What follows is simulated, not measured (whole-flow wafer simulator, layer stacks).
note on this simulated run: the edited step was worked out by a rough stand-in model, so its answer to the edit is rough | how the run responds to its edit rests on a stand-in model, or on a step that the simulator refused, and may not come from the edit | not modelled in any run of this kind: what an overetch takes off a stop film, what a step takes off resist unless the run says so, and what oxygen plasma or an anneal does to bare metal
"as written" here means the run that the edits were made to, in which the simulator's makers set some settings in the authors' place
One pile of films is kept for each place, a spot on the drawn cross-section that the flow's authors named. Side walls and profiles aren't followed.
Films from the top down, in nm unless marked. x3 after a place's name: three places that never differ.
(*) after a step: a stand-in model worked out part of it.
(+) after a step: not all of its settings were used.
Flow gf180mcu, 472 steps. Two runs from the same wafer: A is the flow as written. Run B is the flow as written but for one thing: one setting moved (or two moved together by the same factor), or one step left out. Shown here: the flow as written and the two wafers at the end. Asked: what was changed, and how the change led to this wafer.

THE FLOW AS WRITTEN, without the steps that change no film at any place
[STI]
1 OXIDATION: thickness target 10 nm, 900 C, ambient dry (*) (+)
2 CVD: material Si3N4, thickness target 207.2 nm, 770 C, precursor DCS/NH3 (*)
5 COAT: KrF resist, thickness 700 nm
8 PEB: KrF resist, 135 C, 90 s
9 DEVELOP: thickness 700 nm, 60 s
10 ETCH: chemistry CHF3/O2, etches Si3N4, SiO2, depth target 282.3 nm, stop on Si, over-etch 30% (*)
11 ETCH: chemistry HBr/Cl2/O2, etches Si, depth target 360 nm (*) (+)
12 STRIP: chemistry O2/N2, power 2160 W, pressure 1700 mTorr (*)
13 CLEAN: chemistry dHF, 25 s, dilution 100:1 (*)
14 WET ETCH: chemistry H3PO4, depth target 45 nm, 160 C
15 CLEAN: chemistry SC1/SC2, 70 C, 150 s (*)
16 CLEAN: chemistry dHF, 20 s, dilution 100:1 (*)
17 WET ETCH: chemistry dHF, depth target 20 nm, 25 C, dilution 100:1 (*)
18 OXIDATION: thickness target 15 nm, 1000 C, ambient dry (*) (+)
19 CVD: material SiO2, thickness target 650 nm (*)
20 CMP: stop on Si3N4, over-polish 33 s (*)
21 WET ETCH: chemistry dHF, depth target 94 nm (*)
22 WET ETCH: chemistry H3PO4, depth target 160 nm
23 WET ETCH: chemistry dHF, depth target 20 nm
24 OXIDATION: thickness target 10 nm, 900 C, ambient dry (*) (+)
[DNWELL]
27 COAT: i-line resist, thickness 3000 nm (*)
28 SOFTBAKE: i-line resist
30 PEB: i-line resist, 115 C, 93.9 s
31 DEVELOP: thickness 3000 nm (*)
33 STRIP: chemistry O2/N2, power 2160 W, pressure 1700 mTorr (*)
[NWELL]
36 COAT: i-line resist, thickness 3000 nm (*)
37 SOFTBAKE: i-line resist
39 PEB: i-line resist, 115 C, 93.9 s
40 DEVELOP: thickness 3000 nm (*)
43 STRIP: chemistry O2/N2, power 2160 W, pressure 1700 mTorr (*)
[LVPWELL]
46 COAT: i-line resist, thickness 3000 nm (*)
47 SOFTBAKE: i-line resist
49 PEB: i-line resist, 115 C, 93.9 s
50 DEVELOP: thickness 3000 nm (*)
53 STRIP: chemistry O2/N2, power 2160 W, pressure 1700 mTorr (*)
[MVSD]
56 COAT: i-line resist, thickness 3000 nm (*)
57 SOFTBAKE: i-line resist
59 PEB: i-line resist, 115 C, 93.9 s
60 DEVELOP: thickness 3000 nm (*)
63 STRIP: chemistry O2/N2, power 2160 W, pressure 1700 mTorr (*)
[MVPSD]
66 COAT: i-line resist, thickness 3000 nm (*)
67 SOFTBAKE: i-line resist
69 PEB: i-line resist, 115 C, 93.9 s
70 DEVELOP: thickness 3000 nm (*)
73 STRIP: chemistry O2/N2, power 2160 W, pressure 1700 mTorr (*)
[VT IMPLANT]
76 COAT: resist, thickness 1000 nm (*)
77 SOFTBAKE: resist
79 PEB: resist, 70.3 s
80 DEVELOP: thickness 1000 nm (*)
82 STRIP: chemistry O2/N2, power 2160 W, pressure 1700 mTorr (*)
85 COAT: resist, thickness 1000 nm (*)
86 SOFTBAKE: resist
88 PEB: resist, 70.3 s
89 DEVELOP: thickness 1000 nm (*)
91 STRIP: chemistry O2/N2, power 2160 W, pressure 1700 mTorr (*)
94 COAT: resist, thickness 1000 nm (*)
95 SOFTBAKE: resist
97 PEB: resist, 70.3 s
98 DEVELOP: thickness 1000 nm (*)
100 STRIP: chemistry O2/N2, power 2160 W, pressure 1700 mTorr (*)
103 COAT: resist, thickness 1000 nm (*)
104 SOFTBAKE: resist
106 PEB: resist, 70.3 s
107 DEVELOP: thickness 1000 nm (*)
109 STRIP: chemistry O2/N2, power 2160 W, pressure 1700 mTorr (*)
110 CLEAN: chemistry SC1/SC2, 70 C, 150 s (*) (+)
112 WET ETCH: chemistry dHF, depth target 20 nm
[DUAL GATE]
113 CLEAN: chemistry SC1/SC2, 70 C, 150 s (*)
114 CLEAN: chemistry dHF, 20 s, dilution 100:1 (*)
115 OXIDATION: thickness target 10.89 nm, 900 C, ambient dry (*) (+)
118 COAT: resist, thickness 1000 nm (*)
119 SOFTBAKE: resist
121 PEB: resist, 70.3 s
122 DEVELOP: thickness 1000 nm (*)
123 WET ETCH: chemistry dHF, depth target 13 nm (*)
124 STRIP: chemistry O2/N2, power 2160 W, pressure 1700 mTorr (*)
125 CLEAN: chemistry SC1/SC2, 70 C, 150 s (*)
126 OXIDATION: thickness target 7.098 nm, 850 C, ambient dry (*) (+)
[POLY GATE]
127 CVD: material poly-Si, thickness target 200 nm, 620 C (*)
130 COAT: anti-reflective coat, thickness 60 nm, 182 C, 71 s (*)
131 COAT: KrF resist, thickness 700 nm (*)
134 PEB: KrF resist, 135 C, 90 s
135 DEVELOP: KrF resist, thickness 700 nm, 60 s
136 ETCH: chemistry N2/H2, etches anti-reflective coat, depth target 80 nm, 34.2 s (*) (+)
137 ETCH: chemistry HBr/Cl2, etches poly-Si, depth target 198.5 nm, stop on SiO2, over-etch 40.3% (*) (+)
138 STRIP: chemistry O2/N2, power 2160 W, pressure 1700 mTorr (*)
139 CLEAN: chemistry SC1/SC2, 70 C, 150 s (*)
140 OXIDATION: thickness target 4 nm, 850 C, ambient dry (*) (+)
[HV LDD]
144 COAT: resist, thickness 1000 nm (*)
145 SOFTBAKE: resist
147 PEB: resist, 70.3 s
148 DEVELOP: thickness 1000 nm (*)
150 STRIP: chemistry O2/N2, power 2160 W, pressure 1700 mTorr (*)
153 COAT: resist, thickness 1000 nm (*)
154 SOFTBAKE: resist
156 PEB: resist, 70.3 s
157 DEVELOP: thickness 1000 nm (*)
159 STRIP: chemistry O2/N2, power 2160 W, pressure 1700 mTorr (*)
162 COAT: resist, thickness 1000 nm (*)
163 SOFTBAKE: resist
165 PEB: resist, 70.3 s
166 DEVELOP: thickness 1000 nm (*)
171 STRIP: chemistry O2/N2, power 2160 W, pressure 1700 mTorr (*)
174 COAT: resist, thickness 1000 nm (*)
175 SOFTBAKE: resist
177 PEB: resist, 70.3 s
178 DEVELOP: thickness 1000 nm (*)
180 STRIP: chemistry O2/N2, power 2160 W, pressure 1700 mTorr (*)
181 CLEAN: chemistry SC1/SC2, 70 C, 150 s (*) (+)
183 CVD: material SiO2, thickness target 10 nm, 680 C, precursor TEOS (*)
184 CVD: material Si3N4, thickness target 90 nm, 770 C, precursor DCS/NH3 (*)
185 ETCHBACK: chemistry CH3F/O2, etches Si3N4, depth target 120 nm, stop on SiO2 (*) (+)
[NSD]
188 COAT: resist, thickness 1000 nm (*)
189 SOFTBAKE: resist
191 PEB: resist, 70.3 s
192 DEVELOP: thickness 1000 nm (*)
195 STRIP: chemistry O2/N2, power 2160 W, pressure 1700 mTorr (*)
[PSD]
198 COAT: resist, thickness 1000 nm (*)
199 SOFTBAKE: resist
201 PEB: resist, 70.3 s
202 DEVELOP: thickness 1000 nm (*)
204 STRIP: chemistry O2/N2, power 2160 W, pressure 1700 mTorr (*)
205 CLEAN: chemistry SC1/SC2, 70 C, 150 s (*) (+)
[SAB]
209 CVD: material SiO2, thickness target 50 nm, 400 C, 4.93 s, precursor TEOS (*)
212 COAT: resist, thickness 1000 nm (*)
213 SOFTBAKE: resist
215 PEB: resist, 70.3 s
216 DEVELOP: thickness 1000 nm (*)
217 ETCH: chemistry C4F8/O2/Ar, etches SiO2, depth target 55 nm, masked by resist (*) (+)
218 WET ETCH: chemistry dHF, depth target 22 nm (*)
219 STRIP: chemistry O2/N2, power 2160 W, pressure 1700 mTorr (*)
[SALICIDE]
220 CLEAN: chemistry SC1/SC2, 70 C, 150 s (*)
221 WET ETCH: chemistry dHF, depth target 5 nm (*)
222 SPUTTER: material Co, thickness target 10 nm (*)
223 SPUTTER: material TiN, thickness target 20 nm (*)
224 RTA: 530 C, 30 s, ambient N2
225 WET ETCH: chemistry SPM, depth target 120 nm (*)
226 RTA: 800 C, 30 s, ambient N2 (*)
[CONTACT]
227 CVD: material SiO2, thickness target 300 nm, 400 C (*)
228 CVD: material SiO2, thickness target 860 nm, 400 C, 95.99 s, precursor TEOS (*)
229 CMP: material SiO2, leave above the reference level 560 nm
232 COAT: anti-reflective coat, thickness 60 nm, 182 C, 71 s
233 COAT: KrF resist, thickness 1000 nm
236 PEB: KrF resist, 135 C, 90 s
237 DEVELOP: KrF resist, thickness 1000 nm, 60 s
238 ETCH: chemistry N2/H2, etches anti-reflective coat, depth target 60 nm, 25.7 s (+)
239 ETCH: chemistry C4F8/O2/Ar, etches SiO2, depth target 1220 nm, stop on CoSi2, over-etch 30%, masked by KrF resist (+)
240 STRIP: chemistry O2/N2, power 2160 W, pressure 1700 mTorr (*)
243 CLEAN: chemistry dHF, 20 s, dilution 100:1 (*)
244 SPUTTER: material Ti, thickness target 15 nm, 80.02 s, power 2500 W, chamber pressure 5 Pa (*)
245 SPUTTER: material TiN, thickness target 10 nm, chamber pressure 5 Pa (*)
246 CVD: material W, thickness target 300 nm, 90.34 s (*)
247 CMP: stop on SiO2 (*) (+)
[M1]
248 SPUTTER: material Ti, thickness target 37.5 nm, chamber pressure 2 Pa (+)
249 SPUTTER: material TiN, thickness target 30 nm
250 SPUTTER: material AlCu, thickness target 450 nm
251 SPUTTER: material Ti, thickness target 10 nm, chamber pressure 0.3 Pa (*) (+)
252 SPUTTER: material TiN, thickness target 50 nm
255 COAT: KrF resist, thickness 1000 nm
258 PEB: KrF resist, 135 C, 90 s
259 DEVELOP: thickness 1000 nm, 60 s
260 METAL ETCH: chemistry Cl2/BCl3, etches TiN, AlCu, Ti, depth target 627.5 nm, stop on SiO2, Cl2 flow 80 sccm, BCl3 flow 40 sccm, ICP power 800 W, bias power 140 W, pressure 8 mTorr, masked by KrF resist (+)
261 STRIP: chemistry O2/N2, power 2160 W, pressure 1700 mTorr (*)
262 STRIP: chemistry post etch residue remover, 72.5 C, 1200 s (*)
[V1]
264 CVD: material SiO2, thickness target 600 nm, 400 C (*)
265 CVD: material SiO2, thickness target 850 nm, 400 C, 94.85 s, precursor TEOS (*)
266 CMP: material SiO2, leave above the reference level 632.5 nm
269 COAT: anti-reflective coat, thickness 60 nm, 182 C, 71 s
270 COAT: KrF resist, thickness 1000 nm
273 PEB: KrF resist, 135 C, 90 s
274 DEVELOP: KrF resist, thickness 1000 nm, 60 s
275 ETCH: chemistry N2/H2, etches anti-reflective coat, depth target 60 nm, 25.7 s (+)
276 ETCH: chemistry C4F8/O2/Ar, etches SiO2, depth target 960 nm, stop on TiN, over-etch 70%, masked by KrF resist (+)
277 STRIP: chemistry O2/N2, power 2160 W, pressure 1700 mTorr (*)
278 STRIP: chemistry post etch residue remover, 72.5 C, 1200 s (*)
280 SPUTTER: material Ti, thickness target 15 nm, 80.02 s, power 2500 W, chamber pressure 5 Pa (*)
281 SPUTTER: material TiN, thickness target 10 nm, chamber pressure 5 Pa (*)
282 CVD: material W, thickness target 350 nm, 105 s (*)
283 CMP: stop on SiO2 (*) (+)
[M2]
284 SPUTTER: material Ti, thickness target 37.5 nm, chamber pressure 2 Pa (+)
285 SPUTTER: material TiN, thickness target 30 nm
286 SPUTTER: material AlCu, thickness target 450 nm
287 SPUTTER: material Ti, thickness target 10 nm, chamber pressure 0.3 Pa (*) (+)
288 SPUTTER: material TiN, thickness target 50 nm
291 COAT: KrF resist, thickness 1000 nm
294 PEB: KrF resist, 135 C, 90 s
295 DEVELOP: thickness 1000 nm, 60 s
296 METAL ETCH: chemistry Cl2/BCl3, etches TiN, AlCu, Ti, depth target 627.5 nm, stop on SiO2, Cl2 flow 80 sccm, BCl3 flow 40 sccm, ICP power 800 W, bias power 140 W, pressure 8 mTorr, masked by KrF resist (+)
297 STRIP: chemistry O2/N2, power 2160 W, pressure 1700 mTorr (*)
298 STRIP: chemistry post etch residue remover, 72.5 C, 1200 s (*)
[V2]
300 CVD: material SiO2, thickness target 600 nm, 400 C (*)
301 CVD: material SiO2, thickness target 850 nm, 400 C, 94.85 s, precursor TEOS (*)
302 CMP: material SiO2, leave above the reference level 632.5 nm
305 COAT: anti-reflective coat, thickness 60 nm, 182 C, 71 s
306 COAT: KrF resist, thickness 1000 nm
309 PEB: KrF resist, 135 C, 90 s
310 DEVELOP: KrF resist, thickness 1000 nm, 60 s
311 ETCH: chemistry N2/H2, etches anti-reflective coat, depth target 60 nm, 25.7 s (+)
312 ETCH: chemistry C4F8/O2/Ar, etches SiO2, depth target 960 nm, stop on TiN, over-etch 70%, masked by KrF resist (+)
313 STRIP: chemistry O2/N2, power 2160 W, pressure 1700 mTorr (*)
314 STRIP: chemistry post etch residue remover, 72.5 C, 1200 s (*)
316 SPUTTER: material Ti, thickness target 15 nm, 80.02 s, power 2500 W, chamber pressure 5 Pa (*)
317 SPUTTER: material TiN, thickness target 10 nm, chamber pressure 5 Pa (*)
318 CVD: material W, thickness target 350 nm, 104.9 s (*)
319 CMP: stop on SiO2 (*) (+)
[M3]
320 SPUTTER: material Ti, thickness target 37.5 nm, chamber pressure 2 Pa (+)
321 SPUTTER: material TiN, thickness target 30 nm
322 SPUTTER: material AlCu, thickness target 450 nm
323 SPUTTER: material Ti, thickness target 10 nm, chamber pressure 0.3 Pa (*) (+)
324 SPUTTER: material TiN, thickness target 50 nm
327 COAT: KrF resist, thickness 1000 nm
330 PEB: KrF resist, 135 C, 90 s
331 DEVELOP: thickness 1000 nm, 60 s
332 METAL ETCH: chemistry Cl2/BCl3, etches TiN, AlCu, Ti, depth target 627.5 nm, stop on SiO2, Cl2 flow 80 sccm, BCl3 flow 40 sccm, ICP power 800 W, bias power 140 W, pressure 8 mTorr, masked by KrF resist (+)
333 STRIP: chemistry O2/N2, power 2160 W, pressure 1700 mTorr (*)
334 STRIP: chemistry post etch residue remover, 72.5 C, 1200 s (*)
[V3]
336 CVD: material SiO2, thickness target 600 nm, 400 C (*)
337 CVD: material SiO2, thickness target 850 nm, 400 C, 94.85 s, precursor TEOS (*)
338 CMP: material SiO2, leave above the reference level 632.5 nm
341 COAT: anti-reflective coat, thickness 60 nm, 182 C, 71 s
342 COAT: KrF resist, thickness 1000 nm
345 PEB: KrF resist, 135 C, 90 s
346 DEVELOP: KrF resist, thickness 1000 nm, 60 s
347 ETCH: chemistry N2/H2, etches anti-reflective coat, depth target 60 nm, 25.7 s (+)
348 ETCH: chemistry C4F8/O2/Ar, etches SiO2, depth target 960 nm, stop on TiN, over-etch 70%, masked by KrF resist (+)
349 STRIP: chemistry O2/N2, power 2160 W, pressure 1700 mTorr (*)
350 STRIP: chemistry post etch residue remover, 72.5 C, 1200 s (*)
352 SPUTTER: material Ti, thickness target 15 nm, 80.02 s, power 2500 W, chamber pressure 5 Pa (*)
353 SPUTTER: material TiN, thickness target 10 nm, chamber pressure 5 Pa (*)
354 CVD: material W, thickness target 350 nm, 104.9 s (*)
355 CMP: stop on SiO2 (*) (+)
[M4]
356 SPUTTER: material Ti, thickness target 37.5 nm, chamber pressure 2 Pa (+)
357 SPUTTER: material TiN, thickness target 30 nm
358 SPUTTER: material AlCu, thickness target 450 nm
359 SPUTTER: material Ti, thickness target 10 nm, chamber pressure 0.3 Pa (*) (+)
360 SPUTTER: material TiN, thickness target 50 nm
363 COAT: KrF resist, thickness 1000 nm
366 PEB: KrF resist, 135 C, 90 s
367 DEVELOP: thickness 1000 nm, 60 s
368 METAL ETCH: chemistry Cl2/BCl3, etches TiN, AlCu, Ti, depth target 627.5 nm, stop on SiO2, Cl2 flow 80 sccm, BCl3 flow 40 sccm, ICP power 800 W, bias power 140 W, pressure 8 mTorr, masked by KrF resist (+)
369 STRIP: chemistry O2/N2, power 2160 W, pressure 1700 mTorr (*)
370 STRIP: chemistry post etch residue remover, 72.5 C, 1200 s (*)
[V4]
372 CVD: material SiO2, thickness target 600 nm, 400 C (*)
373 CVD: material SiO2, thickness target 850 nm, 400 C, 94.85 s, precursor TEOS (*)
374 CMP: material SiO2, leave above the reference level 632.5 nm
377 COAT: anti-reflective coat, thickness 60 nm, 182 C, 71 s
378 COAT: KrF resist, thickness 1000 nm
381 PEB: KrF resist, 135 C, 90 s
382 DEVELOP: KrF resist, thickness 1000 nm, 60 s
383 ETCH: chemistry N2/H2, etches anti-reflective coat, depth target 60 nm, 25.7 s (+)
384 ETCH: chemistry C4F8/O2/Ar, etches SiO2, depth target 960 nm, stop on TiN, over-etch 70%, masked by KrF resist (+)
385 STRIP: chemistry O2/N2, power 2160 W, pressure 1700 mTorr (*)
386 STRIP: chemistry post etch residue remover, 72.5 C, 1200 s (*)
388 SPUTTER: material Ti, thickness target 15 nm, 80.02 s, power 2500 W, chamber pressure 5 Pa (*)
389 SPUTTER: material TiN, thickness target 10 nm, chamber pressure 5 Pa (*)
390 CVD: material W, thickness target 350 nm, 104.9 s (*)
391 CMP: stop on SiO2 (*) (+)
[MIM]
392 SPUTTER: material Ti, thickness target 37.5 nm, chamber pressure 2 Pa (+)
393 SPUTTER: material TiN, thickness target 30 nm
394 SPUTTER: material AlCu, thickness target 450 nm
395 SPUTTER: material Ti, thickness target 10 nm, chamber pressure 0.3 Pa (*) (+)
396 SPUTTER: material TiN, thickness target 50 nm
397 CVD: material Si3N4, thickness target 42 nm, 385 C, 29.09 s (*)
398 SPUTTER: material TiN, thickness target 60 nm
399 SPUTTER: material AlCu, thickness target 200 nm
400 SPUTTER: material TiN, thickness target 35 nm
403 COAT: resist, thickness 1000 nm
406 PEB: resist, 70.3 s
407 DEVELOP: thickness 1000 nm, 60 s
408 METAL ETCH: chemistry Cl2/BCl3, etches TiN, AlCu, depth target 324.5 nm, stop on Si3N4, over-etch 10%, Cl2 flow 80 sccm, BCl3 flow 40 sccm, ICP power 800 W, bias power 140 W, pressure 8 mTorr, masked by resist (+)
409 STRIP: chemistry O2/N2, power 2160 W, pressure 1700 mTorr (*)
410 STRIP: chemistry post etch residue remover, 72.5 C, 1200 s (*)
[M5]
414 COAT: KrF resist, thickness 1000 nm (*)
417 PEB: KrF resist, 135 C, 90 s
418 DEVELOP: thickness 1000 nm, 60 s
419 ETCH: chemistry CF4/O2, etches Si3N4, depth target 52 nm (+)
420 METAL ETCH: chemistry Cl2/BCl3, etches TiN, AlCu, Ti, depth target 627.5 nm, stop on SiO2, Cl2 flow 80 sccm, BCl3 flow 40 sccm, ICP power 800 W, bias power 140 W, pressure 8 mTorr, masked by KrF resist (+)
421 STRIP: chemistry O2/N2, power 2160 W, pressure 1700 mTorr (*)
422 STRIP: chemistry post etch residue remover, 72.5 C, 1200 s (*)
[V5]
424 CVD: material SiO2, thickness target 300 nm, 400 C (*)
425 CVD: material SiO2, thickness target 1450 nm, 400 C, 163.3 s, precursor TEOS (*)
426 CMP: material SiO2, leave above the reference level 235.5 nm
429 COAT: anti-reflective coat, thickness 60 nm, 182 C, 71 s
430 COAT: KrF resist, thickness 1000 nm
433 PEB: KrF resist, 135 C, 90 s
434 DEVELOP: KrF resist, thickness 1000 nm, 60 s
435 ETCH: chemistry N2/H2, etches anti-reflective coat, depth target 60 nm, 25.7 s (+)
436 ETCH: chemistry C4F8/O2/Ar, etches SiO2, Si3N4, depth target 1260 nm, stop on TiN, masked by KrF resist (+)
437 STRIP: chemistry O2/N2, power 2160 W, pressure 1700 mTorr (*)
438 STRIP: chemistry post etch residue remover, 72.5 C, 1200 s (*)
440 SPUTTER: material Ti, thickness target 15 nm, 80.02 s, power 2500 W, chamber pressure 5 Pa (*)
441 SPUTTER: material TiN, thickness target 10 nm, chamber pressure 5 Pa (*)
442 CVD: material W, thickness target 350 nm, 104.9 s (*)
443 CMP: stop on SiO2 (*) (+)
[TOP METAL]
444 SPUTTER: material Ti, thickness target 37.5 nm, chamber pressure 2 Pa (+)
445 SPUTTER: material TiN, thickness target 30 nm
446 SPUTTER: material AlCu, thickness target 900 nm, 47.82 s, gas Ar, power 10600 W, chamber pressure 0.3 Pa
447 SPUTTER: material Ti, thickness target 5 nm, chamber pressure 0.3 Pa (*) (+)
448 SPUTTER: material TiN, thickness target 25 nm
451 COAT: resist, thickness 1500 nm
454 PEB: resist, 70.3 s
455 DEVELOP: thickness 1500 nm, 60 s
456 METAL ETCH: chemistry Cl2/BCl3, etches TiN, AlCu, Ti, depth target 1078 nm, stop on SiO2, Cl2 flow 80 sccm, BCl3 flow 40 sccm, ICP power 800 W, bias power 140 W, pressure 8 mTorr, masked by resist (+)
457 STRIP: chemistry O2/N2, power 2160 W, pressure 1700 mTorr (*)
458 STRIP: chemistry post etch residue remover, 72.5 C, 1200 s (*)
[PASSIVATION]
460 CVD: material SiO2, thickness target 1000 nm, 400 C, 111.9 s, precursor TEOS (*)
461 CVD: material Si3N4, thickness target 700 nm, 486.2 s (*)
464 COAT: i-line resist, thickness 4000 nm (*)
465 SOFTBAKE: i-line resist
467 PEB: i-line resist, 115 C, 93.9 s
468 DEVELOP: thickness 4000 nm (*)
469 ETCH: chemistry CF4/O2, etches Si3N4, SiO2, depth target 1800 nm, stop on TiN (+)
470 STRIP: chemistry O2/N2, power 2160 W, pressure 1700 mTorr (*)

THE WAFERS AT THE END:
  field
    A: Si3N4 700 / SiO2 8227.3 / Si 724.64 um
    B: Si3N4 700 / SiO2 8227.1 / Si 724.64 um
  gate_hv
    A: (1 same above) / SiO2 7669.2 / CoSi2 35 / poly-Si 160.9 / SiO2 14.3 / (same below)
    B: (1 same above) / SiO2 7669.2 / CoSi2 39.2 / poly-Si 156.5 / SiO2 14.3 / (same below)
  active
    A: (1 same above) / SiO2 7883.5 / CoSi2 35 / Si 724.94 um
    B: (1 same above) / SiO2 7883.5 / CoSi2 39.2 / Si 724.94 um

The cause: step 222, SPUTTER: thickness target 11.2 nm was run, where the flow has thickness target 10 nm.

How the change led to this, step by step:
  222 SPUTTER: material Co, thickness target 10 nm (*)
      field, field__w7, field__w8 and 72 more: A Co +10 (new film) | B Co +11.2 (new film)
      field__w6, field_sub, field_sub__w2: A Co +9.95 (new film) | B Co +11.1 (new film)
      (and at 33 more places)
  223 SPUTTER: material TiN, thickness target 20 nm (*)
      field__w12: A TiN +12 (new film) | B TiN +12.6 (new film)
  224 RTA: 530 C, 30 s, ambient N2
      gate, gate_hv, gate_p and 22 more: A under 1 film: CoSi +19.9 (new film), Co -10 (all of it), poly-Si -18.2 | B under 1 film: CoSi +22.3 (new film), Co -11.2 (all of it), poly-Si -20.4
      active, p_well, sd_n and 11 more: A under 1 film: CoSi +19.9 (new film), Co -10 (all of it), Si -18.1 | B under 1 film: CoSi +22.3 (new film), Co -11.2 (all of it), Si -20.3
      (and at 10 more places)
  225 WET ETCH: chemistry SPM, depth target 120 nm (*)
      field, field__w7, field__w8 and 32 more: A TiN -20 (all of it), Co -10 (all of it) | B TiN -20 (all of it), Co -11.2 (all of it)
      field__w9, nw_enc_fld_lv__w3: A TiN -19.1 (all of it), Co -9.6 (all of it) | B TiN -19.1 (all of it), Co -10.8 (all of it)
      (and at 25 more places)
  226 RTA: 800 C, 30 s, ambient N2 (*)
      gate, gate_hv, gate_p and 22 more: A CoSi2 +35 (new film), CoSi -19.9 (all of it), poly-Si -18.2 | B CoSi2 +39.2 (new film), CoSi -22.3 (all of it), poly-Si -20.4
      active, p_well, sd_n and 11 more: A CoSi2 +35 (new film), CoSi -19.9 (all of it), Si -18.1 | B CoSi2 +39.2 (new film), CoSi -22.3 (all of it), Si -20.3
      (and at 10 more places)
